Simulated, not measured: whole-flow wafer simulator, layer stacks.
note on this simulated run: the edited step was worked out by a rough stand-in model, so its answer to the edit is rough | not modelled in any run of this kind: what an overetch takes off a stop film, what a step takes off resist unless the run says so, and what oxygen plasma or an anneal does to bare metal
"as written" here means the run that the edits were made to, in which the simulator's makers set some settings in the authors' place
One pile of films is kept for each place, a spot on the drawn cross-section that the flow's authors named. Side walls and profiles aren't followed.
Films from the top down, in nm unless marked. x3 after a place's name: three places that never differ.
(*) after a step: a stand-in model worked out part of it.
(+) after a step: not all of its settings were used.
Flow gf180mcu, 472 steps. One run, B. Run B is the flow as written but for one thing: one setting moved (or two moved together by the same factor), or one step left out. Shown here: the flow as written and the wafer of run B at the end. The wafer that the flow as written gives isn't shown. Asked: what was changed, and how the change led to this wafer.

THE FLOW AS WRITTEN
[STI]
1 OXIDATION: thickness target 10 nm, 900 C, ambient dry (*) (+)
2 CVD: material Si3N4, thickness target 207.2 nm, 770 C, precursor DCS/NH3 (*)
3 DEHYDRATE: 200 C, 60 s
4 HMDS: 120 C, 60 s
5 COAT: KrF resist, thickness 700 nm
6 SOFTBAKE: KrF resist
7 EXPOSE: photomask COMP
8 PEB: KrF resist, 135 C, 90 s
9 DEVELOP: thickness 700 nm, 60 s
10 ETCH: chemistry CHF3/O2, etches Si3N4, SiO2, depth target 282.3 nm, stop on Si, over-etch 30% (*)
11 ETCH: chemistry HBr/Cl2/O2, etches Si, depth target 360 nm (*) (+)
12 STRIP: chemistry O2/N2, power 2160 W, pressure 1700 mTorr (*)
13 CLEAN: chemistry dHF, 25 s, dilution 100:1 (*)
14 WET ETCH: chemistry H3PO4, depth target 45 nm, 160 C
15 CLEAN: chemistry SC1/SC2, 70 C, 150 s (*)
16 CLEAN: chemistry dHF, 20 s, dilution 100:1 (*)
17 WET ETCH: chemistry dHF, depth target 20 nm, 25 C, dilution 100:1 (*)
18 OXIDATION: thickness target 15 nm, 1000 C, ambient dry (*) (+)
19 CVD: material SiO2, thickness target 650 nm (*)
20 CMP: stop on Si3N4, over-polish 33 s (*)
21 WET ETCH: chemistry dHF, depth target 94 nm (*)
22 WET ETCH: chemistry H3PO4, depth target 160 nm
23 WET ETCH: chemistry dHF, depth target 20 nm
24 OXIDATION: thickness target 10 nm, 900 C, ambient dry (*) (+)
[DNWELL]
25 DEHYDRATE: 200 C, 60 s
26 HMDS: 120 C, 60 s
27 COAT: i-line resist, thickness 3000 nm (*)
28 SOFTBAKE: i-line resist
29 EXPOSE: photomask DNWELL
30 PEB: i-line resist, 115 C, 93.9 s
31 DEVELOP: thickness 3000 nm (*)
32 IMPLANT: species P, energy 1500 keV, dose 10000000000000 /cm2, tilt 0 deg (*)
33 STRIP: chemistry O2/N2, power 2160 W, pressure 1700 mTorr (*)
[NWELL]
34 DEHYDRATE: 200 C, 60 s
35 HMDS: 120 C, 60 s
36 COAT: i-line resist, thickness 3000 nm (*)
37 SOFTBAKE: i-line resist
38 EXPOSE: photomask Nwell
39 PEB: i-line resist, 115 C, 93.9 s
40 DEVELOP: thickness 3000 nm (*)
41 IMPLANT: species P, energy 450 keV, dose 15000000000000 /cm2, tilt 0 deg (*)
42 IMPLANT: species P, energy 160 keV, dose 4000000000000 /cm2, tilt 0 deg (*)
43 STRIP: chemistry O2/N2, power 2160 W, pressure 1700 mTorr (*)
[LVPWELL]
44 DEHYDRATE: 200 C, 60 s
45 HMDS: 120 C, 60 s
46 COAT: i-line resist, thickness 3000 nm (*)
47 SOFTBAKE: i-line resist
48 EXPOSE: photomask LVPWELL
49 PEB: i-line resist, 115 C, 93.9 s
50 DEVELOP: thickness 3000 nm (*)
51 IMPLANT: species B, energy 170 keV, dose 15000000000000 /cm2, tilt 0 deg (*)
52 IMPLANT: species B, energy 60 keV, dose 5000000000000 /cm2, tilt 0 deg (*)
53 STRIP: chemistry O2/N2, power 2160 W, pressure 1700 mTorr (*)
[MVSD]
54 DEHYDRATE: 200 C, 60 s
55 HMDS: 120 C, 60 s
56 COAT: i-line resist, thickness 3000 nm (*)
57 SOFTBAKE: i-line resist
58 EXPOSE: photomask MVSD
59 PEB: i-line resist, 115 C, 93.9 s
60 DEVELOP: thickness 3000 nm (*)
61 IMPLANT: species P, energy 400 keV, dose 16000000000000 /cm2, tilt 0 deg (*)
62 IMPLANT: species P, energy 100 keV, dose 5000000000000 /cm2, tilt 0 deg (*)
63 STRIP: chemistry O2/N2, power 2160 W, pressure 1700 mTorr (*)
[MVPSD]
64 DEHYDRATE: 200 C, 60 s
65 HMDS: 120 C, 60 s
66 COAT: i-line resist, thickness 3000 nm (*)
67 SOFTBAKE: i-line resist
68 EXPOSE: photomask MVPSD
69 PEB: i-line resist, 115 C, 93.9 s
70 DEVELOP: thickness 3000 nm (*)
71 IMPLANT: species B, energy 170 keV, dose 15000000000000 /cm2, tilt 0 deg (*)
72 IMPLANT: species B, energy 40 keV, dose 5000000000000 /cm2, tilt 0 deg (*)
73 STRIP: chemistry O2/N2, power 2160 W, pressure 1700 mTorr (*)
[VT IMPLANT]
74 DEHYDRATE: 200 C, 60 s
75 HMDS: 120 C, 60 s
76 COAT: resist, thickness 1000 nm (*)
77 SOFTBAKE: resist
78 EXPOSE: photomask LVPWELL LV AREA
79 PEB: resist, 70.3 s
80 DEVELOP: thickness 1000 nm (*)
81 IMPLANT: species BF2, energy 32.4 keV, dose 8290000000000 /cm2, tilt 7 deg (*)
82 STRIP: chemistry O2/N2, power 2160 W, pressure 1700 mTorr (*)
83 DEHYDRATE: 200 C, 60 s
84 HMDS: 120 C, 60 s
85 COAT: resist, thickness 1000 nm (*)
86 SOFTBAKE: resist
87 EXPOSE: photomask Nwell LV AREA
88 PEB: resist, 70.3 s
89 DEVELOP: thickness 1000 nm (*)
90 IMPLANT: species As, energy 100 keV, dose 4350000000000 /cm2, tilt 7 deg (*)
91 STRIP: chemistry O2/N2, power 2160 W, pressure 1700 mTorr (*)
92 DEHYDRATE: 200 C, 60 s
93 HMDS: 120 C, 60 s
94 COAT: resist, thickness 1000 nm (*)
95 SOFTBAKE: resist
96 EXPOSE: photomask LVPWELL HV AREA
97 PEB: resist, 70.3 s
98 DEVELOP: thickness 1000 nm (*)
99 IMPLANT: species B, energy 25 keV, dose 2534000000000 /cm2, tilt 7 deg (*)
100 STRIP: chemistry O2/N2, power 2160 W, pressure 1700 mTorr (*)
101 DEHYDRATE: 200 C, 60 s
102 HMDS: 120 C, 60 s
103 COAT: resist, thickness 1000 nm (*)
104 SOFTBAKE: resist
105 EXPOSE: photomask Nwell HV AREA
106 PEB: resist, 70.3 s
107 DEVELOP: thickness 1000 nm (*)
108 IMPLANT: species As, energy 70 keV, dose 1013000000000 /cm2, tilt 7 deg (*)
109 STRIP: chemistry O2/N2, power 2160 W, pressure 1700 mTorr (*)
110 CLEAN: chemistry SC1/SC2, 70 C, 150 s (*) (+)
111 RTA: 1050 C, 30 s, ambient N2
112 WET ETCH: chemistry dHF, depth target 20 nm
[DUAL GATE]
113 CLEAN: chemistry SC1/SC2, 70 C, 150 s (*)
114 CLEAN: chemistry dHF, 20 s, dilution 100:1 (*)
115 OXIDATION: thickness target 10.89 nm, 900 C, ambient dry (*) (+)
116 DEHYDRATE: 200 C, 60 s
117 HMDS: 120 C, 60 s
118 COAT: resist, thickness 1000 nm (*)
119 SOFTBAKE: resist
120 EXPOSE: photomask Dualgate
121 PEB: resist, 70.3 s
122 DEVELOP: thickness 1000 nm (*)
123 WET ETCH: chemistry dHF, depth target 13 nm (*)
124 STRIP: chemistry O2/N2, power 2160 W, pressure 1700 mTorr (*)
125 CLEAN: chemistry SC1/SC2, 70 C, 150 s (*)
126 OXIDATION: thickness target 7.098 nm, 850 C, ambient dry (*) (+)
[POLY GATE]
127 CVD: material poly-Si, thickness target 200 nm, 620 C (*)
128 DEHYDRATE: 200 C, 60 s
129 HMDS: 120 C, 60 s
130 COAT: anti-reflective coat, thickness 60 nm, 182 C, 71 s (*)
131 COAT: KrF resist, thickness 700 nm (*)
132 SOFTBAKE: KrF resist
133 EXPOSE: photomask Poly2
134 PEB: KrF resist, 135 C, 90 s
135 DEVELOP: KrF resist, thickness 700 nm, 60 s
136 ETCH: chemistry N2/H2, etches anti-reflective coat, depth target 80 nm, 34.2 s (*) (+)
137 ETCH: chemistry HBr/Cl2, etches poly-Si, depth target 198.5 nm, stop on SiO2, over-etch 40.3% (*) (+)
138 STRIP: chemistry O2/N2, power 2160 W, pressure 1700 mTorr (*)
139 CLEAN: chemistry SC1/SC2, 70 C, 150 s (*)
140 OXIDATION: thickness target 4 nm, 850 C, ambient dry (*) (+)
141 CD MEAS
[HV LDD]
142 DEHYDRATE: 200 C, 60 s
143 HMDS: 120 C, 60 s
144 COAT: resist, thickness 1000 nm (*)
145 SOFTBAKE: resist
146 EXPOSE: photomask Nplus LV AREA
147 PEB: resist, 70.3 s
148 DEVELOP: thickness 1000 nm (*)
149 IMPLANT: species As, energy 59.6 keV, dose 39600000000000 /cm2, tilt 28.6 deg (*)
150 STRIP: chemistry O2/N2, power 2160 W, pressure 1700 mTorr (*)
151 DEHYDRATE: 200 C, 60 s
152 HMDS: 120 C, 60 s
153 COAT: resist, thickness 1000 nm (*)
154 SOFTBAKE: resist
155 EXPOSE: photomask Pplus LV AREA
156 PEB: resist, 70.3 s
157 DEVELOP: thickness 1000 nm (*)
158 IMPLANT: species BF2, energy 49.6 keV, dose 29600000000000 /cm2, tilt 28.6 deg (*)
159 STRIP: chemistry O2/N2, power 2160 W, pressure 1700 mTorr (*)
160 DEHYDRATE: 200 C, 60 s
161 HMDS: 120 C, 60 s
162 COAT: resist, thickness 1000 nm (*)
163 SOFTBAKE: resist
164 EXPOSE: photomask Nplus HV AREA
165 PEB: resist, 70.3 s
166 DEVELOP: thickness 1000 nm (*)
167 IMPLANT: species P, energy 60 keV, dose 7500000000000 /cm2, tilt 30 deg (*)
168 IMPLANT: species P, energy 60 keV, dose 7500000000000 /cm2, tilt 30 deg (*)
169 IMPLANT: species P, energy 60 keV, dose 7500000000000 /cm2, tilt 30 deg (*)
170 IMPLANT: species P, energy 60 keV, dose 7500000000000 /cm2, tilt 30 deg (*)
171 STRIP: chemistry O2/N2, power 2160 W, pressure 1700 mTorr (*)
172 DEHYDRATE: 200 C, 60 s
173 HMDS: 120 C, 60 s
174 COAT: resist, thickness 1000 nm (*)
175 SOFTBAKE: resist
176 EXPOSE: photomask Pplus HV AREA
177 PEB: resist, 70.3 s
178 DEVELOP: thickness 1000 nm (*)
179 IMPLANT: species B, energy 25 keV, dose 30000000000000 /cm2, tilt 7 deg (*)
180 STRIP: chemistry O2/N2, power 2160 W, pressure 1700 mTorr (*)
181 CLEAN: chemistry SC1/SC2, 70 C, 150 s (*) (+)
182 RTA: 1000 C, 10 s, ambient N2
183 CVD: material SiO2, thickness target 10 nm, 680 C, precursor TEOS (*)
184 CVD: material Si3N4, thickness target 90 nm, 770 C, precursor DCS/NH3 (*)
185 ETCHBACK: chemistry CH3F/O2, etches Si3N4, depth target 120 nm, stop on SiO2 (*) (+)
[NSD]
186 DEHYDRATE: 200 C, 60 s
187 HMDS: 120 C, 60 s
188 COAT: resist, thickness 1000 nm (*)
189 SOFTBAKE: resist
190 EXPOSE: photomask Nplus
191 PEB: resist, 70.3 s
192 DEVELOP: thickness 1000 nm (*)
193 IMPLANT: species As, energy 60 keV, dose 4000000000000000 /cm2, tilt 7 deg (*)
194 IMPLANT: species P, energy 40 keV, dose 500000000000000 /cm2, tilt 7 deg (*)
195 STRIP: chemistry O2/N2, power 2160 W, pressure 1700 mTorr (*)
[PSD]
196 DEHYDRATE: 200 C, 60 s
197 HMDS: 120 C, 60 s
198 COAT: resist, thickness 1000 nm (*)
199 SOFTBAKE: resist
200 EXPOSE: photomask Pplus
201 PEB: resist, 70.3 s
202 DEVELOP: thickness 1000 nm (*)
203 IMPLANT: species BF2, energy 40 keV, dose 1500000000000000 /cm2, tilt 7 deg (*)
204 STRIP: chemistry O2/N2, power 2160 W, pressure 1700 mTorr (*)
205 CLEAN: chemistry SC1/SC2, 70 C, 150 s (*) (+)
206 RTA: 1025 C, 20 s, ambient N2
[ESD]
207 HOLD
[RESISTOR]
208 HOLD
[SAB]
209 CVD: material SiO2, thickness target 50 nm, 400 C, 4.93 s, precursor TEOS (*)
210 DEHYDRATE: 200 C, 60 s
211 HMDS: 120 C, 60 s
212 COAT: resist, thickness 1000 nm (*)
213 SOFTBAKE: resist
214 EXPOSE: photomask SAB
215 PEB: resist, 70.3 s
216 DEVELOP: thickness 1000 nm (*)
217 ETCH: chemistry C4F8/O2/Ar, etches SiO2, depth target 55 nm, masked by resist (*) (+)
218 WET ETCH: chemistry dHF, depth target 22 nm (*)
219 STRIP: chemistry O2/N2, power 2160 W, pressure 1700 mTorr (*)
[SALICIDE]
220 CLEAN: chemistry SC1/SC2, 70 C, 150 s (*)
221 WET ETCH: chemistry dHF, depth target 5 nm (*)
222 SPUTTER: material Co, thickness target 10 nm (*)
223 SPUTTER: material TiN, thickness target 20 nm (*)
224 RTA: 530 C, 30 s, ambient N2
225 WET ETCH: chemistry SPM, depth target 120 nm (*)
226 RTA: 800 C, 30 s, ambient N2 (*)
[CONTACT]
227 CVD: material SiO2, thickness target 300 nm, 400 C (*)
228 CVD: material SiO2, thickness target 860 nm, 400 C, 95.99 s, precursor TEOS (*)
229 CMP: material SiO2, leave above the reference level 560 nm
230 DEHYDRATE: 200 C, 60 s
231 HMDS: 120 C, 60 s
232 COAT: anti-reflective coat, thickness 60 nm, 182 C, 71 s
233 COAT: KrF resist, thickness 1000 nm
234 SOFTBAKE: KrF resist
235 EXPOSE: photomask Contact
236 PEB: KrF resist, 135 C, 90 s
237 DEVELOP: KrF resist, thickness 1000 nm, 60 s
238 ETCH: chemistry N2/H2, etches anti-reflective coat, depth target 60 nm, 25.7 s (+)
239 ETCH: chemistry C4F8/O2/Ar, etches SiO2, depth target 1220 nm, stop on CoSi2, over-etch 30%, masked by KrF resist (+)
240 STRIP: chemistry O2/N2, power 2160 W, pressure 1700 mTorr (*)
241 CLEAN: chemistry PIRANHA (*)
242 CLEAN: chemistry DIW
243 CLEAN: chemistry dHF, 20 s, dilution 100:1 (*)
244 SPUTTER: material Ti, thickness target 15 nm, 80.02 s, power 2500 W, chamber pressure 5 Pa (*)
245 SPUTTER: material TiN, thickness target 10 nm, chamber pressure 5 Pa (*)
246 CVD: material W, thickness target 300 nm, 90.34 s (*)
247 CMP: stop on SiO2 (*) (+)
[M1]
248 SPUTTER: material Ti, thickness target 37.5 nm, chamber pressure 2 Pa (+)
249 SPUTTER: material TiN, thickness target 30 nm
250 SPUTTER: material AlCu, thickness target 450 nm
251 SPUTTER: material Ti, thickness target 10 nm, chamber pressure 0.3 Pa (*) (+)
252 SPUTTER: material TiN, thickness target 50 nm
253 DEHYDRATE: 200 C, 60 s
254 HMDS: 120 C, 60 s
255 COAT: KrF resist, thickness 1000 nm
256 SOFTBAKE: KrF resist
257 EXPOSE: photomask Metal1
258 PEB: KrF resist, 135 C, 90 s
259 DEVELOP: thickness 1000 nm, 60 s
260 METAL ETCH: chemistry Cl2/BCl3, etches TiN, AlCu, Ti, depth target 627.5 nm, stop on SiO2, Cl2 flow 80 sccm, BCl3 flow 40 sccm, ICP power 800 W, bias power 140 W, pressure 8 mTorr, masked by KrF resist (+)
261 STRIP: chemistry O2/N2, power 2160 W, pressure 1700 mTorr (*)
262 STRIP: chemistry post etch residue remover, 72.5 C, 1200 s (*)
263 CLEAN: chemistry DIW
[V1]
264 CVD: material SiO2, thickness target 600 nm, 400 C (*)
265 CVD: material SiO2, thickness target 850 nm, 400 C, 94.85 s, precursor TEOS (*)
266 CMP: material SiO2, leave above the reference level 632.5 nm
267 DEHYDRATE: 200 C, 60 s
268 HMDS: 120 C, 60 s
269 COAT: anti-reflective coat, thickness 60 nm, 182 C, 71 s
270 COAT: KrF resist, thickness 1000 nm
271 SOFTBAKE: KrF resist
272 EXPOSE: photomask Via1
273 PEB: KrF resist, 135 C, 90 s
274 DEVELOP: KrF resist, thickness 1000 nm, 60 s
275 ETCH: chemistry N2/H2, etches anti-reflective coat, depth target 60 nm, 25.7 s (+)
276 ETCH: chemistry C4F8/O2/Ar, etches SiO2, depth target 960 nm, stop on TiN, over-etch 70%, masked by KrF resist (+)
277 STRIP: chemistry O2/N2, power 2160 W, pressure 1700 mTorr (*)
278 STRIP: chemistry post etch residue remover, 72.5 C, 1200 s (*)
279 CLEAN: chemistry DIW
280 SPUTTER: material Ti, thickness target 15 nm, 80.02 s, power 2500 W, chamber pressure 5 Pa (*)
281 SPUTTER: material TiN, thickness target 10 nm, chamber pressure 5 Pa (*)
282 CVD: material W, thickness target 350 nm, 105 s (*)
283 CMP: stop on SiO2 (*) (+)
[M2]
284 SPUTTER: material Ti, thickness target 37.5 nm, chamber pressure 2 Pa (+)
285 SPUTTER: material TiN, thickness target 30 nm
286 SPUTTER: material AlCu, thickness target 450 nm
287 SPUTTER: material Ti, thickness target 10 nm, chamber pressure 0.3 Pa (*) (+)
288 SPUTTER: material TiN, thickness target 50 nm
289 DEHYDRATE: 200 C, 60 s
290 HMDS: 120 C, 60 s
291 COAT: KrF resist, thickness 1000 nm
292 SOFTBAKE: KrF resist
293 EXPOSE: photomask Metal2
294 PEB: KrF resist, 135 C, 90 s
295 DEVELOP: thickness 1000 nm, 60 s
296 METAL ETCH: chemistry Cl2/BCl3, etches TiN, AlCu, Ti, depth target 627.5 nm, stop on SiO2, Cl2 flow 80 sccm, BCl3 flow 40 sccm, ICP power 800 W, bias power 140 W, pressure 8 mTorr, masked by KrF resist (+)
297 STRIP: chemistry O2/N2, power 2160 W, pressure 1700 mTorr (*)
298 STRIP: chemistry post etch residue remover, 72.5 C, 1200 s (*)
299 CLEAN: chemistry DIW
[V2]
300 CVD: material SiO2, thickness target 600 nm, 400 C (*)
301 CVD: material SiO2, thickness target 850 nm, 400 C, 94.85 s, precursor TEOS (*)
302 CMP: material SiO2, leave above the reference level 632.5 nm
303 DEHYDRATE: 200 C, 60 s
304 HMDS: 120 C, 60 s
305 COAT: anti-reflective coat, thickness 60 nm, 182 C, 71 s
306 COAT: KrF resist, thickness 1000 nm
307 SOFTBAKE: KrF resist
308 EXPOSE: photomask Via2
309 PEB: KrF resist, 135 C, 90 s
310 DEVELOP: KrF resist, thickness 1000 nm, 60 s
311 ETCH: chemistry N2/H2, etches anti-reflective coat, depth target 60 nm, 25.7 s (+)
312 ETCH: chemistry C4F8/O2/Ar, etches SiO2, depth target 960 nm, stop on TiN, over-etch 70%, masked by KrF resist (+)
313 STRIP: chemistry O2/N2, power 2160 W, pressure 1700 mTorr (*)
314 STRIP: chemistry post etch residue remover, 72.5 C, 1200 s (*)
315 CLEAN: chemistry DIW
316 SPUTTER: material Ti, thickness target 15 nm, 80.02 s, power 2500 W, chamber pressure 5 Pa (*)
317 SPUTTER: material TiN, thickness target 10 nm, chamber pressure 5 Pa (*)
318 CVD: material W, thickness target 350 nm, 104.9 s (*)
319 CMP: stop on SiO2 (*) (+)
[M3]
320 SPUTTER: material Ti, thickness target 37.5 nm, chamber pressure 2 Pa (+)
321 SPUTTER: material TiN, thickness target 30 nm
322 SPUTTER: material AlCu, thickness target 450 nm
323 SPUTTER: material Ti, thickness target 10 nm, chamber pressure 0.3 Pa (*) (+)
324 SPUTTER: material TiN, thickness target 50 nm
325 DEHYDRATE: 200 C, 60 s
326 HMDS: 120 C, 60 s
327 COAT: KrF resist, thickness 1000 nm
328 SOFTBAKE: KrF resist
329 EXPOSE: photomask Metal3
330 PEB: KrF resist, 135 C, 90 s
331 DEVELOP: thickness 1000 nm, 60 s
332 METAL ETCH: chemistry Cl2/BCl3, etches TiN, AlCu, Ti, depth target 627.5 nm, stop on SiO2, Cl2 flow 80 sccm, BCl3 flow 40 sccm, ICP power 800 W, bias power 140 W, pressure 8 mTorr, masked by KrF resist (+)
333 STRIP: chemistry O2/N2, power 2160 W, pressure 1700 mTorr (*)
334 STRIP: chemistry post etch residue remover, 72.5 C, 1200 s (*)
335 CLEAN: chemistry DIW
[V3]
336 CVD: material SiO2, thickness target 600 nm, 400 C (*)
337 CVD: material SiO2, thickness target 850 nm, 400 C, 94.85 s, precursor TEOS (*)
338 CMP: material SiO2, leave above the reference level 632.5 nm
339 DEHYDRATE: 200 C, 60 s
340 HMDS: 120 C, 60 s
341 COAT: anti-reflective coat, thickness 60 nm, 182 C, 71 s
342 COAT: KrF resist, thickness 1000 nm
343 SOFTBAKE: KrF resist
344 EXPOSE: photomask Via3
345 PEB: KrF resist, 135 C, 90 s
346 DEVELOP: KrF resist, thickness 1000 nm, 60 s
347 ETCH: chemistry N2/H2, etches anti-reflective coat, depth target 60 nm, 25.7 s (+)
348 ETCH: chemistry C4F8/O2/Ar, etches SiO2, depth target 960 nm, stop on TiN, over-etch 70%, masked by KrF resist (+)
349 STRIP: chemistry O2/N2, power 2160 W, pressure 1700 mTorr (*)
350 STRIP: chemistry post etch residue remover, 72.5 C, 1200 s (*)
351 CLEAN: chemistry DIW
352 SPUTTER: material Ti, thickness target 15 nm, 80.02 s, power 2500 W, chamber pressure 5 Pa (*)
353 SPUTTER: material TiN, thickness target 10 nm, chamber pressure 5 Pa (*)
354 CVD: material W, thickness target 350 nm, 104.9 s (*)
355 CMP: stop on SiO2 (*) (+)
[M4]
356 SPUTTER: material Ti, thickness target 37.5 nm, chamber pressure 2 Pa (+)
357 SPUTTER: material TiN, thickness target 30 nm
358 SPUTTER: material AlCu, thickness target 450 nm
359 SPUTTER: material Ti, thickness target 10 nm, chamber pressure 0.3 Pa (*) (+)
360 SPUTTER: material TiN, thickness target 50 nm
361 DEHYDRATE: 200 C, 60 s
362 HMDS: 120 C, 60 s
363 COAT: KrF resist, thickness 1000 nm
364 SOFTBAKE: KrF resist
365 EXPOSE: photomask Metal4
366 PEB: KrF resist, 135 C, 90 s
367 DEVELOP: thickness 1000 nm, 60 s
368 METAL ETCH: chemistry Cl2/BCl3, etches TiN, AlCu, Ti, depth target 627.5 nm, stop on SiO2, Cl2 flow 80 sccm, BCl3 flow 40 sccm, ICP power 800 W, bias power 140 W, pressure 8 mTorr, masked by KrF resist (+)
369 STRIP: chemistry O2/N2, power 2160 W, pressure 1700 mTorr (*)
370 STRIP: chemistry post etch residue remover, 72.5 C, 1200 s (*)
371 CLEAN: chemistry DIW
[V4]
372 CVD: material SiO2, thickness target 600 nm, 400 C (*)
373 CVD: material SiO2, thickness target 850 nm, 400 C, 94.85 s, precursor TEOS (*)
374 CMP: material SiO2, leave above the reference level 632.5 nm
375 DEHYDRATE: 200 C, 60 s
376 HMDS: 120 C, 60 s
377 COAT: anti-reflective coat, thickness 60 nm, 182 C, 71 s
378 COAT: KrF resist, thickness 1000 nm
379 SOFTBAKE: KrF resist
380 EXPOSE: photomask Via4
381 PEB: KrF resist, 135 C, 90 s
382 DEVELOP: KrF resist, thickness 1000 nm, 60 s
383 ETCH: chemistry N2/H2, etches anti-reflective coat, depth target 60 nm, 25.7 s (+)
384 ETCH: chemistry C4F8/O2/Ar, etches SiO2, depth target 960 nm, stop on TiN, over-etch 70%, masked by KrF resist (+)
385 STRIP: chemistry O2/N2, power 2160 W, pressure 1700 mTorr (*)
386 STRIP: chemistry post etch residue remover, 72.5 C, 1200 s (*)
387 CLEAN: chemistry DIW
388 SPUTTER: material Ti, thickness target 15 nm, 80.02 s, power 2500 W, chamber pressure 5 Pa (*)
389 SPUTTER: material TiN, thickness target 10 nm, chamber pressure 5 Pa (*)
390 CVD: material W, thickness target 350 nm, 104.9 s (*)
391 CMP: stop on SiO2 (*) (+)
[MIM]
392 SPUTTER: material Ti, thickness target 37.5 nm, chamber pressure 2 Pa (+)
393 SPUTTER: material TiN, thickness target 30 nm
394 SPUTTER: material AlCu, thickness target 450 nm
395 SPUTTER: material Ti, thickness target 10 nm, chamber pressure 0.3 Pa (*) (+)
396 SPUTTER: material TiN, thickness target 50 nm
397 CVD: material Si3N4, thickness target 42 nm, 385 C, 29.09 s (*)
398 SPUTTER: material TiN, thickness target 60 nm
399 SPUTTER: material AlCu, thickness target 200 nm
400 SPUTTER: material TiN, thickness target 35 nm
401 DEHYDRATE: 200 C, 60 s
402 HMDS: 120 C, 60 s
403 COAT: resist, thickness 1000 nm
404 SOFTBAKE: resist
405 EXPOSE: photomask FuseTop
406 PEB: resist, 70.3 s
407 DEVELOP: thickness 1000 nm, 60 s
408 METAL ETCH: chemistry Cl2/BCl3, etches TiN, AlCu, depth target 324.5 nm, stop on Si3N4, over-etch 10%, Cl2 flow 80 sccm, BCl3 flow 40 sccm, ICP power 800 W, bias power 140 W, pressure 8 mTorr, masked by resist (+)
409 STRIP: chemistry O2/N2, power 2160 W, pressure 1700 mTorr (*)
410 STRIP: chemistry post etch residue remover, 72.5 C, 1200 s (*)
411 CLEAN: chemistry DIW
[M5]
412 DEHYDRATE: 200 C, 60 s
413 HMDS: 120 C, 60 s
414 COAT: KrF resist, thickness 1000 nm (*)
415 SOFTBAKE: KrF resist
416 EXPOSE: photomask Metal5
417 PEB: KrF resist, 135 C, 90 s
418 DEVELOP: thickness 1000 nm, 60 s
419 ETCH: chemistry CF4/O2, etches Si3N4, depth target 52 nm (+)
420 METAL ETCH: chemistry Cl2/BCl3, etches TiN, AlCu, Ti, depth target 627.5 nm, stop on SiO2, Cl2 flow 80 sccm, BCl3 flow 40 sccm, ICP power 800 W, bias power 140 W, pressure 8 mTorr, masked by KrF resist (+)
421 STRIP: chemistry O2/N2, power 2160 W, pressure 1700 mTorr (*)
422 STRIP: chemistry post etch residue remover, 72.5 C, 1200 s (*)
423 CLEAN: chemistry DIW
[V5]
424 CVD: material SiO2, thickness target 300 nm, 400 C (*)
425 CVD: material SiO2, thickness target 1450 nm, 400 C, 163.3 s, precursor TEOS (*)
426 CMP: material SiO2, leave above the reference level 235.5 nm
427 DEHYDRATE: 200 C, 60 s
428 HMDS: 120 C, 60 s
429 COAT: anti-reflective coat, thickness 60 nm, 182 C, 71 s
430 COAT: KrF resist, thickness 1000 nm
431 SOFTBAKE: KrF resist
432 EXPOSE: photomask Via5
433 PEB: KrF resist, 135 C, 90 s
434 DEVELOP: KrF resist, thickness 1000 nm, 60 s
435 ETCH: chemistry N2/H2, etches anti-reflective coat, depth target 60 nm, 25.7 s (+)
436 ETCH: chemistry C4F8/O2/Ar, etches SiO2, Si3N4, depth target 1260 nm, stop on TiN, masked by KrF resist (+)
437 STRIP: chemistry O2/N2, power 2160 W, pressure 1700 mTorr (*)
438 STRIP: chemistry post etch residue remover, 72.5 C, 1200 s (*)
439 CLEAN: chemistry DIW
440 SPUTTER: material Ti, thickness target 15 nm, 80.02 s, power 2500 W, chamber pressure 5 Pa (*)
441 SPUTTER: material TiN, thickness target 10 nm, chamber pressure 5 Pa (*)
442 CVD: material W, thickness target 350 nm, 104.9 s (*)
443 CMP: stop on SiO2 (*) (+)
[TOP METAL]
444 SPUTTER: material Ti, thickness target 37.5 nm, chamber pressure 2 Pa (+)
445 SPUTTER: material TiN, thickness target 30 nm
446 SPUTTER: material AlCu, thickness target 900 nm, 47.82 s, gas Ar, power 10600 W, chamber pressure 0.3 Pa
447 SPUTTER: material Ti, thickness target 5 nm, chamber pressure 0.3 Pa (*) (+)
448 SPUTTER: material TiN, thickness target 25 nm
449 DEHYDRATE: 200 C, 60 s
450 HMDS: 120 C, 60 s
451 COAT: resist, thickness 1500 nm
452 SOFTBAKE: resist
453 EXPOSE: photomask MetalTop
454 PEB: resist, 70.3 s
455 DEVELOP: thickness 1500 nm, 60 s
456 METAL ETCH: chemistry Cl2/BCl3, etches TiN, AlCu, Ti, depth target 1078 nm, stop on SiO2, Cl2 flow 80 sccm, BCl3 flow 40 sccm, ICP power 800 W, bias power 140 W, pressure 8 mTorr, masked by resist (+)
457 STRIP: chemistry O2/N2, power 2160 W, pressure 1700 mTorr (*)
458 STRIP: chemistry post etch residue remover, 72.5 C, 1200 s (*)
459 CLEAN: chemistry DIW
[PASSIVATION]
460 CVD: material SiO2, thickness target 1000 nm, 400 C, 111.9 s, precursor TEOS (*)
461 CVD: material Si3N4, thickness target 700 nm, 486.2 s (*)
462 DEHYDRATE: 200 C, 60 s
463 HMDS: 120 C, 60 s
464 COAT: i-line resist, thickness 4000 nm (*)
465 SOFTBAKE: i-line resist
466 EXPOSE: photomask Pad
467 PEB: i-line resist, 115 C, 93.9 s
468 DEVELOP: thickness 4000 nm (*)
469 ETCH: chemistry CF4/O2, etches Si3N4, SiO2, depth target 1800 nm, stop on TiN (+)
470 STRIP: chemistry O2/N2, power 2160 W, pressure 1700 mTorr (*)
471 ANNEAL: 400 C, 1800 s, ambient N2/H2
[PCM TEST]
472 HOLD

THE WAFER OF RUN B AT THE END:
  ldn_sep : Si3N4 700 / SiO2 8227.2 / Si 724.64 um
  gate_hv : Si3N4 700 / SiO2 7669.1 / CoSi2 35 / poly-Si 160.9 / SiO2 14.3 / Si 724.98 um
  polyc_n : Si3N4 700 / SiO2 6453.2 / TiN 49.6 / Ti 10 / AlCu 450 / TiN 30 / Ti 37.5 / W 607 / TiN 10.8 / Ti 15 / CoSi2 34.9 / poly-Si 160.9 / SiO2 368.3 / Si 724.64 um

The cause: step 245, SPUTTER: thickness target 10.8 nm was run, where the flow has thickness target 10 nm.
It can be read off the wafer: polyc_n has TiN 10.8, and step 245 as written asks for 10 nm.

How the change led to this, step by step:
  245 SPUTTER: material TiN, thickness target 10 nm, chamber pressure 5 Pa (*)
      field, field__w1, field__w2 and 107 more: TiN +10.8 (new film) (as written it would be: TiN +10 (new film))
  247 CMP: stop on SiO2 (*) (+)
      field, field__w1, field__w2 and 105 more: W -300 (all of it), TiN -10.8 (all of it), Ti -15 (all of it), SiO2 -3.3 (as written it would be: W -300 (all of it), TiN -10 (all of it), Ti -15 (all of it), SiO2 -3.29)
